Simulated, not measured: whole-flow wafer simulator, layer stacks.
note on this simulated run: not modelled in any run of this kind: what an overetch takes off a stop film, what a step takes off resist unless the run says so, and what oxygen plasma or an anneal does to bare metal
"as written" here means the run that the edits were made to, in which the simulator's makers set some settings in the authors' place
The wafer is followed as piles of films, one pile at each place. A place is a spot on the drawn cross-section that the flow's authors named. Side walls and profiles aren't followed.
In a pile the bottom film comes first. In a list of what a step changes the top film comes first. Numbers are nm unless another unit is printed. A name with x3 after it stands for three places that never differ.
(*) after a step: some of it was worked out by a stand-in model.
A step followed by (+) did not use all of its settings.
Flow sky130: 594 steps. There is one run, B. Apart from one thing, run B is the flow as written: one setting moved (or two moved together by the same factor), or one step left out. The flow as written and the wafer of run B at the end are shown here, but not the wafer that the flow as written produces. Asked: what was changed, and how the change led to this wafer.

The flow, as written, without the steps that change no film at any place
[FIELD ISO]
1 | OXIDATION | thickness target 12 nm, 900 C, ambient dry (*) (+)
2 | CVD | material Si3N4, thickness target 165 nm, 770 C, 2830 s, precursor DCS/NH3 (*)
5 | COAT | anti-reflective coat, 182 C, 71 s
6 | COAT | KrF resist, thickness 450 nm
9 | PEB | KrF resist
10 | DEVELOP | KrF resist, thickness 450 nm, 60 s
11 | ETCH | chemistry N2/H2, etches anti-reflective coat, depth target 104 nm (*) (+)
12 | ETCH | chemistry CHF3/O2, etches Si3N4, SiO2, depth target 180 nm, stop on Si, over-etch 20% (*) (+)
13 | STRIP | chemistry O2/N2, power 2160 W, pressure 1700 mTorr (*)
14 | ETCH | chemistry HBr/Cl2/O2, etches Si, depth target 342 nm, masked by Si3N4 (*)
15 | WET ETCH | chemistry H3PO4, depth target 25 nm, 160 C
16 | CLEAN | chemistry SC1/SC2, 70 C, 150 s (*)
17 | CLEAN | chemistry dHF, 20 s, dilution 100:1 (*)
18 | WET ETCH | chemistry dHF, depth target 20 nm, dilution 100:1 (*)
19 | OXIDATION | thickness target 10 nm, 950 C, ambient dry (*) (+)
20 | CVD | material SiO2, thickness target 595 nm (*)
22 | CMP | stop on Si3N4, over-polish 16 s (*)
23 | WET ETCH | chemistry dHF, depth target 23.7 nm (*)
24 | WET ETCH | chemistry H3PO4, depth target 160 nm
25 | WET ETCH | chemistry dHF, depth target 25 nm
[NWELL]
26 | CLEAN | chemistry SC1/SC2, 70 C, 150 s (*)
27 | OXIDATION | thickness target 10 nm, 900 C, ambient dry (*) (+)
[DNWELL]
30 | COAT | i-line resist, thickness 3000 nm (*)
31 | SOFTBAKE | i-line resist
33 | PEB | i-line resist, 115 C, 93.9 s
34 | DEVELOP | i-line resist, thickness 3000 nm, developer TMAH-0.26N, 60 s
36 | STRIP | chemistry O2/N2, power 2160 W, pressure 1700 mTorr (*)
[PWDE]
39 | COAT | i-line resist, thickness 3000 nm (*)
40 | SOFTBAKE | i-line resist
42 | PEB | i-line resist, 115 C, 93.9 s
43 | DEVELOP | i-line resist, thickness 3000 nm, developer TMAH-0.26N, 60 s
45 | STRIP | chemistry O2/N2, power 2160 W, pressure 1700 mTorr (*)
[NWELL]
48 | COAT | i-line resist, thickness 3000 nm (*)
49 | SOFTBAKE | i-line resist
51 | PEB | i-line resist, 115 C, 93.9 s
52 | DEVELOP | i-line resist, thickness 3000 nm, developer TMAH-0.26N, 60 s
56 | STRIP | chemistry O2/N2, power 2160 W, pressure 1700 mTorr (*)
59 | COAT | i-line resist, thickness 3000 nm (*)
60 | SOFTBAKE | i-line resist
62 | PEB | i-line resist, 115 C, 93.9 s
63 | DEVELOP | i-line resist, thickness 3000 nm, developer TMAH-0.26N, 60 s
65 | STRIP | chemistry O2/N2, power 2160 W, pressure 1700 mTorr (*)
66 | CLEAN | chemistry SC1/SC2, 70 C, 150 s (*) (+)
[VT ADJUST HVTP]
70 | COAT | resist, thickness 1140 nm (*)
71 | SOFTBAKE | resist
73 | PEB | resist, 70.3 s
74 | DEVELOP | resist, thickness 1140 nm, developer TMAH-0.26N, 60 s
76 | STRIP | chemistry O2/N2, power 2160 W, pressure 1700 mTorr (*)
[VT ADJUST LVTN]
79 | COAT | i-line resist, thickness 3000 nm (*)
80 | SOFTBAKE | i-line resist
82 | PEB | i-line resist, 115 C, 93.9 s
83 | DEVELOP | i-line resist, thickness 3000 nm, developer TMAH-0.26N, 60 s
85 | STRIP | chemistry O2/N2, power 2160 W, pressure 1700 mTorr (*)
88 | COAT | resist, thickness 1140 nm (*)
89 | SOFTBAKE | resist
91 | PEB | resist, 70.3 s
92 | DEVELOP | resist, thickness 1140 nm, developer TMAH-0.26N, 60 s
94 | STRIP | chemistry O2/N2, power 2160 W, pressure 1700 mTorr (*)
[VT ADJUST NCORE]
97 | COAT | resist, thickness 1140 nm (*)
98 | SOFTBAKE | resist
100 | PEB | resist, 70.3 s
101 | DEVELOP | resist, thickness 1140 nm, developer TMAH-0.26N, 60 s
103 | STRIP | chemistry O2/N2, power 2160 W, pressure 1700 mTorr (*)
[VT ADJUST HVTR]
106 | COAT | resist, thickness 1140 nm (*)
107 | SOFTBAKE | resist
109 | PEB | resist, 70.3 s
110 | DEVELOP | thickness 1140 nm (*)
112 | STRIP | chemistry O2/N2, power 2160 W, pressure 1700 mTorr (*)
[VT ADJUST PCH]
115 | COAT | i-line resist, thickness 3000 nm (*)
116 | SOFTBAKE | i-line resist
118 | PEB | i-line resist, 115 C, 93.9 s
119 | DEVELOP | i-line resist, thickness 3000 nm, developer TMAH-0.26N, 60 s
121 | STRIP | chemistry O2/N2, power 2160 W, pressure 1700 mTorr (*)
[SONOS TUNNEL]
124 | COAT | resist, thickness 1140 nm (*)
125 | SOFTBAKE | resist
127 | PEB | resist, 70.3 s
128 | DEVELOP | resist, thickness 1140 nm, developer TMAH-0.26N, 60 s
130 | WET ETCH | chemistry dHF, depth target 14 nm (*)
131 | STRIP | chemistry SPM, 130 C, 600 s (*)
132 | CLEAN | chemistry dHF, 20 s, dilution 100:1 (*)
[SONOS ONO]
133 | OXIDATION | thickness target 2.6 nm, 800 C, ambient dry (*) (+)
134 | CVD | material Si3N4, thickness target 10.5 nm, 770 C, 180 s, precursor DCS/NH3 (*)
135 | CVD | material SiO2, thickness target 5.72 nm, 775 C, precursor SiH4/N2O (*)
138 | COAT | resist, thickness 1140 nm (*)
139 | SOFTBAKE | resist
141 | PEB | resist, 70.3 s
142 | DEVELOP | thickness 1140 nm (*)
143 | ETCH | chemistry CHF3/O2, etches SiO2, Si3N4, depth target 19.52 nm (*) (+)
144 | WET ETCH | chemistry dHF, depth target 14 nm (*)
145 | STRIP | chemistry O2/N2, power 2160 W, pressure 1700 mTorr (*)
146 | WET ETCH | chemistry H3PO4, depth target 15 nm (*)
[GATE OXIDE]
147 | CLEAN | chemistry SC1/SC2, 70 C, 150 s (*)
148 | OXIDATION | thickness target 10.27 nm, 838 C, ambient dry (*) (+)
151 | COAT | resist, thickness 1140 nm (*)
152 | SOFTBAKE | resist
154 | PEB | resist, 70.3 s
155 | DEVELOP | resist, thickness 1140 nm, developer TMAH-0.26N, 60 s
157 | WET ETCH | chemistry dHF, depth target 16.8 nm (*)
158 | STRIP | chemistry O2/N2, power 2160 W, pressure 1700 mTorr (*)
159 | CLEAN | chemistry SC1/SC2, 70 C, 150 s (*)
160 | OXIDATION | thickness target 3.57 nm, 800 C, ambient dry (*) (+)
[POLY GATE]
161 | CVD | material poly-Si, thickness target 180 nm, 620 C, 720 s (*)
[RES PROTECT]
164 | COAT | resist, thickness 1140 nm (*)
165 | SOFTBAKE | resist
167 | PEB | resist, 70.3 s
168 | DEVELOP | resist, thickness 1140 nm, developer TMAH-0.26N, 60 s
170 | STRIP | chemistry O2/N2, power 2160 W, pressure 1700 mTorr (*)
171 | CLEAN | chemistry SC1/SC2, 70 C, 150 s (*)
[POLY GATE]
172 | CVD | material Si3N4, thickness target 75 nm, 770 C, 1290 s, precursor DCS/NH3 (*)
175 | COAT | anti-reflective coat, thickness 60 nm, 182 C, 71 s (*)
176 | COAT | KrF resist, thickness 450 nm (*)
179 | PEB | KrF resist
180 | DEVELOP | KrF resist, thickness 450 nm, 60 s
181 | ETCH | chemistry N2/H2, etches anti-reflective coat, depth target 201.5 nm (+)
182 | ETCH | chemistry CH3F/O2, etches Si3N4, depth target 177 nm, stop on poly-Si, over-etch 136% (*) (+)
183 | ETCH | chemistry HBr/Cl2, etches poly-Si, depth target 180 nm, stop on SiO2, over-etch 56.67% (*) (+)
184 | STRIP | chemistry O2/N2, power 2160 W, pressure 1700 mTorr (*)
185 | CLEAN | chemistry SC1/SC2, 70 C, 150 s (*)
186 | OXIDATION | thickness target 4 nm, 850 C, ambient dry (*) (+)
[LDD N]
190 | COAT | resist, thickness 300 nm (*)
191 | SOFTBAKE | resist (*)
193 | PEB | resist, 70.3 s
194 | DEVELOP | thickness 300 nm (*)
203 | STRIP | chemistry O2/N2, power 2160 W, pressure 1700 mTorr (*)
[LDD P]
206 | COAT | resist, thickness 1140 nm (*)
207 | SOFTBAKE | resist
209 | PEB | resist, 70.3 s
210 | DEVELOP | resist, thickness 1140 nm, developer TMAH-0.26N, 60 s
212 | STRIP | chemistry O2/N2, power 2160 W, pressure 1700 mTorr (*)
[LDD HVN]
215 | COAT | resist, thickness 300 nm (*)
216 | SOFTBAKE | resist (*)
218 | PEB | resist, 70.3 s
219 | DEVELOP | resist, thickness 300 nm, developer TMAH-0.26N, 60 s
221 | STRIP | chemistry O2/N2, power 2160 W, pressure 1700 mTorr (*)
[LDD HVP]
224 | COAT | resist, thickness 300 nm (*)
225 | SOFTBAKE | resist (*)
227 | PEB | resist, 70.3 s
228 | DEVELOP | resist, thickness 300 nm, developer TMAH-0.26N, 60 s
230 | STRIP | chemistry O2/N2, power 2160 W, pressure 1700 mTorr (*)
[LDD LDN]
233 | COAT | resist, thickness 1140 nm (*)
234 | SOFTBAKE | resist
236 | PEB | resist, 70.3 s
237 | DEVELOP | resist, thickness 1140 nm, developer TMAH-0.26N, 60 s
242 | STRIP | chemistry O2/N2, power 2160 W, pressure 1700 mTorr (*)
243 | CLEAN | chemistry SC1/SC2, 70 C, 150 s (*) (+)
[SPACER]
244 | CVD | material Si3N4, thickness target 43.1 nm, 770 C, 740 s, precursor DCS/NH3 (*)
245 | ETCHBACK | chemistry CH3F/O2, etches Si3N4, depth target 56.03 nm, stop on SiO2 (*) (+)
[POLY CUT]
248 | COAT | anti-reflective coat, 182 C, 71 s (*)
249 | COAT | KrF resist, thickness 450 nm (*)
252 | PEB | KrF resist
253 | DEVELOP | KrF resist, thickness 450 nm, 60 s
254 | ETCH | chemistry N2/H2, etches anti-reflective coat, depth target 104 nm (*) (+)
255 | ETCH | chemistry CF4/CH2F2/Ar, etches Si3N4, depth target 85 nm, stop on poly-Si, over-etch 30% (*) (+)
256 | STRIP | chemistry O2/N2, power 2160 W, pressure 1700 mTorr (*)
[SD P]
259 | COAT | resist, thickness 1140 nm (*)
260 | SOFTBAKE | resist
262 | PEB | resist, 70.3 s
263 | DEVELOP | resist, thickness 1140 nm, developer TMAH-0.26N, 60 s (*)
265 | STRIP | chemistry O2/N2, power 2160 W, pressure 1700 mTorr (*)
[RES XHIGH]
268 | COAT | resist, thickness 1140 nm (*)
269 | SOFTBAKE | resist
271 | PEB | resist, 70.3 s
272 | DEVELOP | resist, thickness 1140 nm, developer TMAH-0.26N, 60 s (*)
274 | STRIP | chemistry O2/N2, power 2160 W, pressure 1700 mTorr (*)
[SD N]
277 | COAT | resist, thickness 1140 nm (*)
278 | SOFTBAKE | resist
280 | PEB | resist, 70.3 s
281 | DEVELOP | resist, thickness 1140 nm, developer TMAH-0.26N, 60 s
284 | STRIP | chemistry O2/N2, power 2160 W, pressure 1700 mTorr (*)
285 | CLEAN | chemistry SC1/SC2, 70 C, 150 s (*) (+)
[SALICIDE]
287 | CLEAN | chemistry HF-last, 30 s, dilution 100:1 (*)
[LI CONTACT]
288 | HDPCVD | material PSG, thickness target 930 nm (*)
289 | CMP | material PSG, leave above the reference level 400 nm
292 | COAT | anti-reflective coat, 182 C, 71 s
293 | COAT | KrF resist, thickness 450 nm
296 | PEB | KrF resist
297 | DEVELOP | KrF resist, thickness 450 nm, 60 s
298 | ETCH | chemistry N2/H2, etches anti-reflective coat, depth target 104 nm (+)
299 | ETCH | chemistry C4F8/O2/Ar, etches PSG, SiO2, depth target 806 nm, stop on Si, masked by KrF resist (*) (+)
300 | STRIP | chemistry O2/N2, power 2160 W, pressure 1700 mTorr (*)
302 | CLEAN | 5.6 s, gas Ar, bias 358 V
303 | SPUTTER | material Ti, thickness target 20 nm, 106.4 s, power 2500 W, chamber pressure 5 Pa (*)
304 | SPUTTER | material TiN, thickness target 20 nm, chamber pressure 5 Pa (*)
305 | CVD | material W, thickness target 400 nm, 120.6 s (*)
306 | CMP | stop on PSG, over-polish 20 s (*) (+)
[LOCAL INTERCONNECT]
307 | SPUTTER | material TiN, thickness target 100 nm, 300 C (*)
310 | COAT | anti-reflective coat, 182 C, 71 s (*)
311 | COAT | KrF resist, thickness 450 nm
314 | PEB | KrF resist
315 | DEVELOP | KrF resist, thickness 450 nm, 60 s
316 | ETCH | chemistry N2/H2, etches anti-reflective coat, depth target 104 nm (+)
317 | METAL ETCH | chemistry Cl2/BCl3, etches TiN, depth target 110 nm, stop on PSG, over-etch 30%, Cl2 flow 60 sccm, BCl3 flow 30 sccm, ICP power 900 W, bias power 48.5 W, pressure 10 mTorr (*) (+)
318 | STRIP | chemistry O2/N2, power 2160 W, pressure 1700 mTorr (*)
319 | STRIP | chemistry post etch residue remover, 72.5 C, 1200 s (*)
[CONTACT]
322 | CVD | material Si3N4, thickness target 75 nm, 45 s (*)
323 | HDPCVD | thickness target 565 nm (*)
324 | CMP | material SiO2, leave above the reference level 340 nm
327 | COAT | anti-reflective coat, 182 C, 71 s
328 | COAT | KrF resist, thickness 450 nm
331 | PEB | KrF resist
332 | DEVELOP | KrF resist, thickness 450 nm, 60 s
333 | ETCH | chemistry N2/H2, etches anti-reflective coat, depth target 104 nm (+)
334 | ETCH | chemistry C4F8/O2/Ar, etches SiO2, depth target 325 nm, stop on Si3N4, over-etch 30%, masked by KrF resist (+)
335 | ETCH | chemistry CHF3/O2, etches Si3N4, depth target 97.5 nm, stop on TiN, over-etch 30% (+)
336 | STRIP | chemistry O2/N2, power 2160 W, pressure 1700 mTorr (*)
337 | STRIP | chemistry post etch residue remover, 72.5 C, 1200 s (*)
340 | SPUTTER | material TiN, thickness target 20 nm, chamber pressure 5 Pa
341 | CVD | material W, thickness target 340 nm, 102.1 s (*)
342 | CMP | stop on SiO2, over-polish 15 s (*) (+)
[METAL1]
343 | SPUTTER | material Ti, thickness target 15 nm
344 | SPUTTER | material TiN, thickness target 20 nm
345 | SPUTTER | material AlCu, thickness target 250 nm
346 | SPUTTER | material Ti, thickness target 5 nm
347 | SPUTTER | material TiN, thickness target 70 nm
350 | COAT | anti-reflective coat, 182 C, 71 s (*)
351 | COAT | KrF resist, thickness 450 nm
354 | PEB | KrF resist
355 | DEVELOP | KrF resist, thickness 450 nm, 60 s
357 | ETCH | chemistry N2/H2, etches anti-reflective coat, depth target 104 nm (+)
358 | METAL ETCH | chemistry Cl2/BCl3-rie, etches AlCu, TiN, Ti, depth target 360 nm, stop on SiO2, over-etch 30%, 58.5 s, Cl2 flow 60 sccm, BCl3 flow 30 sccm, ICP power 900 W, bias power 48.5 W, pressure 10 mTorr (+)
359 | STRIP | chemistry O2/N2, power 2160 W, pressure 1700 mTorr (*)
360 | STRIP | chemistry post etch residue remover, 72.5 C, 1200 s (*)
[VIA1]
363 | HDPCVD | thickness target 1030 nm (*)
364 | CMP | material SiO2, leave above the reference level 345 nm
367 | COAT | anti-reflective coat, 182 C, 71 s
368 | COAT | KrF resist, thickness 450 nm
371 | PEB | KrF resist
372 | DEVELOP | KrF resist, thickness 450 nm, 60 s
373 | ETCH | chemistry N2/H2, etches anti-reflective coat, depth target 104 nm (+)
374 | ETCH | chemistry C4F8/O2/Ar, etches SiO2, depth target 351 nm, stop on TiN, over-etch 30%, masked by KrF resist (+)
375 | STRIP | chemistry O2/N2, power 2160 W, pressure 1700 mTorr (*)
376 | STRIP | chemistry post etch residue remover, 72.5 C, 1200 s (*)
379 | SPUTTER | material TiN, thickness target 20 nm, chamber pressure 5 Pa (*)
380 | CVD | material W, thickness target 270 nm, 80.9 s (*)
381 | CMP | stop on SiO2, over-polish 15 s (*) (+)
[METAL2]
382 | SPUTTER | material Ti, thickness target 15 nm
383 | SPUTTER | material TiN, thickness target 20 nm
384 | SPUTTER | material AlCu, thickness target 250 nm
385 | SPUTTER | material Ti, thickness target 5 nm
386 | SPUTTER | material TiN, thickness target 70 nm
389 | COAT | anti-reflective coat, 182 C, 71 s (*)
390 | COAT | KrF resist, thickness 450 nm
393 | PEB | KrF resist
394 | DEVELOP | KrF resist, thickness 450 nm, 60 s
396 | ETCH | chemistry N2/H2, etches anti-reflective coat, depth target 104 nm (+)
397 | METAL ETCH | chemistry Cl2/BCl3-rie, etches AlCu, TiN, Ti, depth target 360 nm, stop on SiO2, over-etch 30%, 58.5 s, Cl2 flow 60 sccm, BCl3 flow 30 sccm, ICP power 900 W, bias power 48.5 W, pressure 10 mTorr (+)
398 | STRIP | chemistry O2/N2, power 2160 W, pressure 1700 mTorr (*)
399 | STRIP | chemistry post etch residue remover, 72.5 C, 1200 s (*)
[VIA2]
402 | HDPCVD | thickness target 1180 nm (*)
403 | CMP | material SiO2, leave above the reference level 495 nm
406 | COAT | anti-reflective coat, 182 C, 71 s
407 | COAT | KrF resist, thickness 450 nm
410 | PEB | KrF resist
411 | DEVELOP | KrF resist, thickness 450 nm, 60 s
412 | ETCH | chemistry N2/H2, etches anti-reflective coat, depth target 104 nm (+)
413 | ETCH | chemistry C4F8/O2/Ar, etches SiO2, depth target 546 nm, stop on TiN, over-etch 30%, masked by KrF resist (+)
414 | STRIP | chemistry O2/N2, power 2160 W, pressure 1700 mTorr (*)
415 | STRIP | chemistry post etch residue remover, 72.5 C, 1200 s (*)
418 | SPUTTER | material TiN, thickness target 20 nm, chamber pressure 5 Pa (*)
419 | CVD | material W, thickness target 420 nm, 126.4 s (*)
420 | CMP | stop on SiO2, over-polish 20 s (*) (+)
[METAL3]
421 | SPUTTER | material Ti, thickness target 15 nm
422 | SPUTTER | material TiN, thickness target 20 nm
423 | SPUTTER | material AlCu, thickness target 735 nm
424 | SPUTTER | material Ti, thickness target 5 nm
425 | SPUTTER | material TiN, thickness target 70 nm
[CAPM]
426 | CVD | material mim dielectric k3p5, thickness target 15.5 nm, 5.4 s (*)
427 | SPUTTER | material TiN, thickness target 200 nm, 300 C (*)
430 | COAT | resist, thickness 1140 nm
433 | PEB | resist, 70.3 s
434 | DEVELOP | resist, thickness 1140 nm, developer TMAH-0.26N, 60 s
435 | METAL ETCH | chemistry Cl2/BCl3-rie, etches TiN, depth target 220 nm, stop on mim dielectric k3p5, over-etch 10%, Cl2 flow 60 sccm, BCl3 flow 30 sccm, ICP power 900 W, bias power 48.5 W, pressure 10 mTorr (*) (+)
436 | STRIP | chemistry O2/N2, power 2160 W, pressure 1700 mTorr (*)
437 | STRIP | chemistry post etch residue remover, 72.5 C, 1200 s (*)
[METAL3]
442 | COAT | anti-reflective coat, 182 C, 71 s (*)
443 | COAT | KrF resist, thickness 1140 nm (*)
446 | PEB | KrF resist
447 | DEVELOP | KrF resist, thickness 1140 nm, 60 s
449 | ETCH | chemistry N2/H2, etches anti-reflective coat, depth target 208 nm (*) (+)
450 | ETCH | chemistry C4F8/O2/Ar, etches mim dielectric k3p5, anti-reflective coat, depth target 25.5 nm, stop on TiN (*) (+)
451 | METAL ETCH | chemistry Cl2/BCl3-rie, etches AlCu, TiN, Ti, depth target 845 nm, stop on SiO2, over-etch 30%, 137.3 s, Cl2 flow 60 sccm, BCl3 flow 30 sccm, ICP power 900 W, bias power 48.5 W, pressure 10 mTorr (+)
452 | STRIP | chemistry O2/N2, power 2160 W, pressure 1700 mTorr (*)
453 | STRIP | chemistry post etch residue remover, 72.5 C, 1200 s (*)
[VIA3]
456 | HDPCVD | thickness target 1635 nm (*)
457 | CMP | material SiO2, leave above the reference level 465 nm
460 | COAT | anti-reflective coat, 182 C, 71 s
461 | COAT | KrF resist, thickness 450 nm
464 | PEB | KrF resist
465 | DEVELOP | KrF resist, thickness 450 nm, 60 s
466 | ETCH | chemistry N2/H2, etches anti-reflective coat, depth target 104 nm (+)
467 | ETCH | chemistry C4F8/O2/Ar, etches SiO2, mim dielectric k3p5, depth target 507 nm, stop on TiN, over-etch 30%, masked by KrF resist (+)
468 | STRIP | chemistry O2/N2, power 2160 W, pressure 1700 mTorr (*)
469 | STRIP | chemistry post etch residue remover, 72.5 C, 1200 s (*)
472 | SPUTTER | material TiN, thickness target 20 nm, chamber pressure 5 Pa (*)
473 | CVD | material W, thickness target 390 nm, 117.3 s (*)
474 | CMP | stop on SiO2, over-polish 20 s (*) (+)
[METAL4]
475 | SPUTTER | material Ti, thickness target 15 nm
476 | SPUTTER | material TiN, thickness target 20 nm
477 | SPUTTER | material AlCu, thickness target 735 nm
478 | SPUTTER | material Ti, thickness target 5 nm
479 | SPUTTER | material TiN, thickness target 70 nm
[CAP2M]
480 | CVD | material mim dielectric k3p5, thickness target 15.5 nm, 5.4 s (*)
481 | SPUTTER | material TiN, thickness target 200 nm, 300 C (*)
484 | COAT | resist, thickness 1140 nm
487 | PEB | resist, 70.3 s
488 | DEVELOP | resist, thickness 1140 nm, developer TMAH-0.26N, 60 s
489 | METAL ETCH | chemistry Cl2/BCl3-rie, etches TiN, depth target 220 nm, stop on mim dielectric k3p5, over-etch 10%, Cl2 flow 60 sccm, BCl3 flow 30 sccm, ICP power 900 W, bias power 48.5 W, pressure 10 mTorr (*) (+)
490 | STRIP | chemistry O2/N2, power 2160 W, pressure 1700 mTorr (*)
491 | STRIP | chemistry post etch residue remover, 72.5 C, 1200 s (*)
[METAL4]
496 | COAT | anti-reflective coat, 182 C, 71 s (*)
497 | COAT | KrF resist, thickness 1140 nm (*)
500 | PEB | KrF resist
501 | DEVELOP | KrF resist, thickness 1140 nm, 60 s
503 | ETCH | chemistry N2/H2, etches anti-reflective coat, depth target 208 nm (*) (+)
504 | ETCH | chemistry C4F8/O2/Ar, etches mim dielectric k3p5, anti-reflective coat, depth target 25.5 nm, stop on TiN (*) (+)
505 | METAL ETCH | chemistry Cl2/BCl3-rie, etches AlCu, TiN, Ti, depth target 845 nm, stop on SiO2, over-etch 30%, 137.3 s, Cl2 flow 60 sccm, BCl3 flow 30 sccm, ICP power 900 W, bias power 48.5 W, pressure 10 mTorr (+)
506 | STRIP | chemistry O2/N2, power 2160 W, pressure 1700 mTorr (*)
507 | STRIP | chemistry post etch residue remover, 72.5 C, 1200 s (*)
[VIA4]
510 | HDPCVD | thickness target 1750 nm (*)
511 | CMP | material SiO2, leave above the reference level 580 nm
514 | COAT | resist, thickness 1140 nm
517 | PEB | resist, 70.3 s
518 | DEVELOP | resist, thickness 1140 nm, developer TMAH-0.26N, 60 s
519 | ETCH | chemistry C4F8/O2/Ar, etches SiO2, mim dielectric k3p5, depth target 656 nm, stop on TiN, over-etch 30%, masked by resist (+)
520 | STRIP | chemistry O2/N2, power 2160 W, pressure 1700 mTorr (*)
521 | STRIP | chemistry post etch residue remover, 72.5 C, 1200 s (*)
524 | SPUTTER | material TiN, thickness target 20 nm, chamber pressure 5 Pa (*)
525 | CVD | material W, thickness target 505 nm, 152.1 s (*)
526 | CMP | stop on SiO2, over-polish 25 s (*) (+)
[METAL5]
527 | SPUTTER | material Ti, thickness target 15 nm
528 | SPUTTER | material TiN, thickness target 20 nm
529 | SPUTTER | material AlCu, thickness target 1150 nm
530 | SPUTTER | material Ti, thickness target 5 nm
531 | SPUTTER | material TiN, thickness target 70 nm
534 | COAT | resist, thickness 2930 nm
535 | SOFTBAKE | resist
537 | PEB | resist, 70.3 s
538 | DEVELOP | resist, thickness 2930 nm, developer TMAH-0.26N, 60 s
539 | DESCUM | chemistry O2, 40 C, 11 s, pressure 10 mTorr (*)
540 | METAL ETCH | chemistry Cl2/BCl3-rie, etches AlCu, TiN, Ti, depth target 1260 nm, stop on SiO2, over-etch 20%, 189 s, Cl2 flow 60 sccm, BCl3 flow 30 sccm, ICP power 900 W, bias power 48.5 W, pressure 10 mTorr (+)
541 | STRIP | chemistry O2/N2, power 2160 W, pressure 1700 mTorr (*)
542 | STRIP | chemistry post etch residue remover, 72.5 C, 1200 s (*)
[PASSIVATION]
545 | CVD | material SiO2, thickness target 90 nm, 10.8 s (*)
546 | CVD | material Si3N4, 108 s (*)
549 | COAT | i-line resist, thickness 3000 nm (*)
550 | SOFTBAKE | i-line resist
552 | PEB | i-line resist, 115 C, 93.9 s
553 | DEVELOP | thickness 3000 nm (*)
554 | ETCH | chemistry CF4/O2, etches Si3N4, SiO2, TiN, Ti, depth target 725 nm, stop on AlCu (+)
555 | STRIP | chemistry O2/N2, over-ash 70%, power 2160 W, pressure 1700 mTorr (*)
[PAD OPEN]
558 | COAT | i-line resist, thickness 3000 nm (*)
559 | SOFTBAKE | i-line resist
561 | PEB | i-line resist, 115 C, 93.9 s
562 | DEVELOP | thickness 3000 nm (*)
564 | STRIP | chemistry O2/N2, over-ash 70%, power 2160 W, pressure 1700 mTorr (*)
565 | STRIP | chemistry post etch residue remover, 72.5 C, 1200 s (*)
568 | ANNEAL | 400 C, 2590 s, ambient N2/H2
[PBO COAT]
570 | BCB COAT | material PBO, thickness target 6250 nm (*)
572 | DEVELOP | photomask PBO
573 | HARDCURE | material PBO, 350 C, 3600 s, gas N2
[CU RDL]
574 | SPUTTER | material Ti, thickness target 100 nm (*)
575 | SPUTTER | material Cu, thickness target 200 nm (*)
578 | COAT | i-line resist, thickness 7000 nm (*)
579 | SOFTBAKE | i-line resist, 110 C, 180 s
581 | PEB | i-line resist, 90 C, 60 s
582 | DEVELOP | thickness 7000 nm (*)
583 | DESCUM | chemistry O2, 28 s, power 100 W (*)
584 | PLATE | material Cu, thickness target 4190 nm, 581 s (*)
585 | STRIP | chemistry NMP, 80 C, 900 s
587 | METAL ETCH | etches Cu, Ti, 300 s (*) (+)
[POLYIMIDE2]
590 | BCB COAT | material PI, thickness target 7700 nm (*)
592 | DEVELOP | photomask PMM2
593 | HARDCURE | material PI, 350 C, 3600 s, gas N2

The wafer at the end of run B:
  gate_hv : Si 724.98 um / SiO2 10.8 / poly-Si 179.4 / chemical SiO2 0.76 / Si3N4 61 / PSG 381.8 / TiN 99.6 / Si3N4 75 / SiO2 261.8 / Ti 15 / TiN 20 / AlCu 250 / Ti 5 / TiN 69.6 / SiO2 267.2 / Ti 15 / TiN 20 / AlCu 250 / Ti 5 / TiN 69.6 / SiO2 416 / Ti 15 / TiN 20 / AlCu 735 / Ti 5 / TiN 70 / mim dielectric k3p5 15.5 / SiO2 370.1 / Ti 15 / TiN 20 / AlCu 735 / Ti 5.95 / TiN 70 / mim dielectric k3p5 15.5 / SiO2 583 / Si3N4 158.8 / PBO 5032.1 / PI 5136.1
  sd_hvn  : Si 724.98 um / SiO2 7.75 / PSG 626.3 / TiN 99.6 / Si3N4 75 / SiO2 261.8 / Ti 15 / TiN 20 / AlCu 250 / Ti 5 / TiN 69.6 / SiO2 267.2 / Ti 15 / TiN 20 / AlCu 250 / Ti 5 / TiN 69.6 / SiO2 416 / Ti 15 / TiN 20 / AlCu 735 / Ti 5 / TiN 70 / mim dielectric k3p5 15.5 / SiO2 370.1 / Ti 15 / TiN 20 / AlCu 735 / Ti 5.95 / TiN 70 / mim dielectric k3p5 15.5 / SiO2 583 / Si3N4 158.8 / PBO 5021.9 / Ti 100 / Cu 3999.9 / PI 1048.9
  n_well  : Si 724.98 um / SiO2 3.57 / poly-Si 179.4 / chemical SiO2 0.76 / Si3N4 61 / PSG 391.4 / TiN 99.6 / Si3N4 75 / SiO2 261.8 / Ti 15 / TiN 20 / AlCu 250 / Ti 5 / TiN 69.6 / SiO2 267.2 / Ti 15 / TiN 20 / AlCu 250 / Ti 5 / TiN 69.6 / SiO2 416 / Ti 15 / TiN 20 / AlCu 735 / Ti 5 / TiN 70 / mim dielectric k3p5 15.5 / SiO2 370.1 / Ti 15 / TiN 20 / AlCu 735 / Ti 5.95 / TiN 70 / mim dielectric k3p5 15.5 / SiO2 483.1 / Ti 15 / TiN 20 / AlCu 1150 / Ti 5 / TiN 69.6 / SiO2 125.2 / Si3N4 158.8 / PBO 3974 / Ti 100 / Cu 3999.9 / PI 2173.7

The reason: step 478, SPUTTER: thickness target 5.95 nm was run, whereas the flow has thickness target 5 nm.
One can read it off the wafer: gate_hv has Ti 5.95, and step 478 as written asks for 5 nm.

How this came from the change, step by step:
  478 | SPUTTER | material Ti, thickness target 5 nm
      field, active, n_well and 189 more: +5.95 Ti (new film) (it would be, as written: +5 Ti (new film))
  505 | METAL ETCH | chemistry Cl2/BCl3-rie, etches AlCu, TiN, Ti, depth target 845 nm, stop on SiO2, over-etch 30%, 137.3 s, Cl2 flow 60 sccm, BCl3 flow 30 sccm, ICP power 900 W, bias power 48.5 W, pressure 10 mTorr (+)
      field, gate, spacer and 68 more: -70 TiN (all of it), -5.95 Ti (all of it), -735 AlCu (all of it), -20 TiN (all of it), -15 Ti (all of it), -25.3 SiO2 (it would be, as written: -70 TiN (all of it), -5 Ti (all of it), -735 AlCu (all of it), -20 TiN (all of it), -15 Ti (all of it), -25.4 SiO2)
      active, vpp_iso1, mim_edge_plate and 14 more: -70 TiN (all of it), -5.95 Ti (all of it), -735 AlCu (all of it), -20 TiN (all of it), -15 Ti (all of it), -25.3 SiO2 (it would be, as written: -70 TiN (all of it), -5 Ti (all of it), -735 AlCu (all of it), -20 TiN (all of it), -15 Ti (all of it), -25.3 SiO2)
